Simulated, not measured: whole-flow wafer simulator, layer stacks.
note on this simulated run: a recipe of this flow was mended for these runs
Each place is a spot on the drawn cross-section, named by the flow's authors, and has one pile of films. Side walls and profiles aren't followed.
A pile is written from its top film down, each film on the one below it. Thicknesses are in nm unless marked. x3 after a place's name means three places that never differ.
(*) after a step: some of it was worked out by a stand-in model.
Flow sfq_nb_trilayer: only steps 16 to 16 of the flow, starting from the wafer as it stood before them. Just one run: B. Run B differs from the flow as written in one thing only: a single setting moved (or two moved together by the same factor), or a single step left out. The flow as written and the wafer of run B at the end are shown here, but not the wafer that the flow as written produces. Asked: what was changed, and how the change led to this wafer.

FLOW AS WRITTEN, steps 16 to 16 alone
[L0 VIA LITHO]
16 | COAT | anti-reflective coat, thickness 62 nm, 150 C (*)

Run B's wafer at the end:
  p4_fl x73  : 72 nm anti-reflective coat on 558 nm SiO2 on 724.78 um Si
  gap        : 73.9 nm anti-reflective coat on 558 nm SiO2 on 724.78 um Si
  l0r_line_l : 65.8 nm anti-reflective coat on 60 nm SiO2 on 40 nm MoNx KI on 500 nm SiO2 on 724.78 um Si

The reason: step 16, COAT: thickness 72 nm was run, whereas the flow has thickness 62 nm.
One can read it off the wafer: p4_fl x73 has anti-reflective coat 72, and step 16 as written asks for 62 nm.

The path from the change to this, step by step:
  16 | COAT | anti-reflective coat, thickness 62 nm, 150 C (*)
      p4_fl x73: +72 anti-reflective coat (new film) (in the flow as written it would be: +62 anti-reflective coat (new film))
      gap, jj_sur, ce_l and 7 more: +73.9 anti-reflective coat (new film) (in the flow as written it would be: +63.8 anti-reflective coat (new film))
      (also at 23 further places)
